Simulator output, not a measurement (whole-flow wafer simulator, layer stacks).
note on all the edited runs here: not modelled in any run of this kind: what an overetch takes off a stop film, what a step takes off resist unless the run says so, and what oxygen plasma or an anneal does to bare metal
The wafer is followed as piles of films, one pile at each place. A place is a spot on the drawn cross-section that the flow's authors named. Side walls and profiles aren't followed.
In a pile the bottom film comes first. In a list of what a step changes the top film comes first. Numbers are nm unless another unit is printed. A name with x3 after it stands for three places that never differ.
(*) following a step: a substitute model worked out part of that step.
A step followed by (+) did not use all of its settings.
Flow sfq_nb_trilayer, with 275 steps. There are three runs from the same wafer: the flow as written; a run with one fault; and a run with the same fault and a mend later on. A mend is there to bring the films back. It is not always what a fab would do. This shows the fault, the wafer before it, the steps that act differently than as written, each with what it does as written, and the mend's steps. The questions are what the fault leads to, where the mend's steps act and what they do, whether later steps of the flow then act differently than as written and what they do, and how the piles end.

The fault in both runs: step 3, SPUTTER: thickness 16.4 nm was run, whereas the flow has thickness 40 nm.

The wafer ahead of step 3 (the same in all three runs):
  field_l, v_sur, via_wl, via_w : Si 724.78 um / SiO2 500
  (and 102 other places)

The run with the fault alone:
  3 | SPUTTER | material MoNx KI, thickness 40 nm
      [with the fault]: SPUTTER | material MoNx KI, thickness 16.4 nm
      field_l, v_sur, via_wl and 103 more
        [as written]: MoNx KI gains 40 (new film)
        [with the fault]: MoNx KI gains 16.4 (new film)
  Later steps of the flow acting differently than as written (8 other steps are not shown; they differ only slightly, by no more than 2% or 0.5 nm, whichever is larger):
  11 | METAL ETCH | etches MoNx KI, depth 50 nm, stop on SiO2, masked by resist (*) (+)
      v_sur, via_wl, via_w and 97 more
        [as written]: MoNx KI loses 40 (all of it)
        [with the fault]: MoNx KI loses 16.4 (all of it)
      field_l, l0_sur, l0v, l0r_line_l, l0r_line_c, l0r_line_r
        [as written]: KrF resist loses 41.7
        [with the fault]: KrF resist loses 20.5
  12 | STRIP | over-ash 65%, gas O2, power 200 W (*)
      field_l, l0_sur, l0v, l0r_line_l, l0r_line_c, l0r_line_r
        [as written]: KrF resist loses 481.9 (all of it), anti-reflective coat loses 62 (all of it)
        [with the fault]: KrF resist loses 503.1 (all of it), anti-reflective coat loses 62 (all of it)
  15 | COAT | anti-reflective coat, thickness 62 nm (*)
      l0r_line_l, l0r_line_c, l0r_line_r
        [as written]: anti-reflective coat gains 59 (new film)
        [with the fault]: anti-reflective coat gains 60.6 (new film)
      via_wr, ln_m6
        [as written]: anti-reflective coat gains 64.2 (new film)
        [with the fault]: anti-reflective coat gains 62.9 (new film)
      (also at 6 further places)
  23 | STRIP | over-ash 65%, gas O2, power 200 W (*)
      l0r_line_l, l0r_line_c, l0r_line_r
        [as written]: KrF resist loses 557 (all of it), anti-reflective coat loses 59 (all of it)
        [with the fault]: KrF resist loses 558.6 (all of it), anti-reflective coat loses 60.6 (all of it)
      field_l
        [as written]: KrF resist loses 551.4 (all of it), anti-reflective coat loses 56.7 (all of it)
        [with the fault]: KrF resist loses 556.4 (all of it), anti-reflective coat loses 59.5 (all of it)
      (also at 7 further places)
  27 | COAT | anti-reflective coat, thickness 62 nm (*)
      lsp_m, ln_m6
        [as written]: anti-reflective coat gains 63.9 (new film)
        [with the fault]: anti-reflective coat gains 62.6 (new film)
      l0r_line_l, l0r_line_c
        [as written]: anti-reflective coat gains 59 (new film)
        [with the fault]: anti-reflective coat gains 60.6 (new film)
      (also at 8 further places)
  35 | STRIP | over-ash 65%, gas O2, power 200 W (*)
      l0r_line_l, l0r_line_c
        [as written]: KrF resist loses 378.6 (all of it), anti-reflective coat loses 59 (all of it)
        [with the fault]: KrF resist loses 380.8 (all of it), anti-reflective coat loses 60.6 (all of it)
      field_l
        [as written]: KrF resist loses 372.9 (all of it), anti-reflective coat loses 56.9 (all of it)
        [with the fault]: KrF resist loses 378.5 (all of it), anti-reflective coat loses 59.7 (all of it)
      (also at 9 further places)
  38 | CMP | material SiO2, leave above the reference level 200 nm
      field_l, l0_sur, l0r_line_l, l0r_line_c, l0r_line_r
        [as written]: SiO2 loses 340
        [with the fault]: SiO2 loses 316.4
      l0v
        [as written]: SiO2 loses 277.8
        [with the fault]: SiO2 loses 254.2
  At field_l, l0_sur, l0v, l0r_line_l, l0r_line_c, l0r_line_r, the piles at the end differ from the flow's by more than 2% or 0.5 nm, whichever is larger.
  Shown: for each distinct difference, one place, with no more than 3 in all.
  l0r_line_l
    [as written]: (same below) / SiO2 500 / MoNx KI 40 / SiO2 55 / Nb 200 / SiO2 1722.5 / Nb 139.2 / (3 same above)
    [with the fault]: (same below) / SiO2 500 / MoNx KI 16.4 / SiO2 55 / Nb 200 / SiO2 1746.1 / Nb 139.2 / (3 same above)
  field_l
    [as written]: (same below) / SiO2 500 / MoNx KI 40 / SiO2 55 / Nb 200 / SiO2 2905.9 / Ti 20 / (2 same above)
    [with the fault]: (same below) / SiO2 500 / MoNx KI 16.4 / SiO2 55 / Nb 200 / SiO2 2929.5 / Ti 20 / (2 same above)
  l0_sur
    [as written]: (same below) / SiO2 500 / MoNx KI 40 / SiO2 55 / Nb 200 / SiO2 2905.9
    [with the fault]: (same below) / SiO2 500 / MoNx KI 16.4 / SiO2 55 / Nb 200 / SiO2 2929.5

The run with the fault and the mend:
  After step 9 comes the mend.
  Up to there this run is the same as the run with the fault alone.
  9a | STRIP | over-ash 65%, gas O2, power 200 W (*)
      v_sur, via_wl, via_w and 97 more
        anti-reflective coat loses 62 (all of it)
      field_l, l0_sur, l0v, l0r_line_l, l0r_line_c, l0r_line_r
        KrF resist loses 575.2 (all of it), anti-reflective coat loses 62 (all of it)
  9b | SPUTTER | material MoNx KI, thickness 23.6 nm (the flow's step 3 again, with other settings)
      field_l, v_sur, via_wl and 103 more
        MoNx KI gains 23.6
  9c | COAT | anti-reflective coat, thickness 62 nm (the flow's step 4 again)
      field_l, v_sur, via_wl and 103 more
        anti-reflective coat gains 62 (new film)
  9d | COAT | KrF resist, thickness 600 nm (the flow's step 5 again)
      field_l, v_sur, via_wl and 103 more
        KrF resist gains 600 (new film)
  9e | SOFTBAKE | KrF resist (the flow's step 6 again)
      does not change any film at any place that is followed
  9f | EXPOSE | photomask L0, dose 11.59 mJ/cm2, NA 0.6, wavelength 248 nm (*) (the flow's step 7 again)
      does not change any film at any place that is followed
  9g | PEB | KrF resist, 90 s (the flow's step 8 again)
      field_l, v_sur, via_wl and 103 more
        KrF resist loses 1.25
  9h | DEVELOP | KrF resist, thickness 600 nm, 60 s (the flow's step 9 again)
      v_sur, via_wl, via_w and 97 more
        KrF resist loses 598.7 (all of it)
      field_l, l0_sur, l0v, l0r_line_l, l0r_line_c, l0r_line_r
        KrF resist loses 23.5
  Every later step of the flow that is run acts as written at every place that is followed.
  The piles end the same as the flow's at every place that both follow.
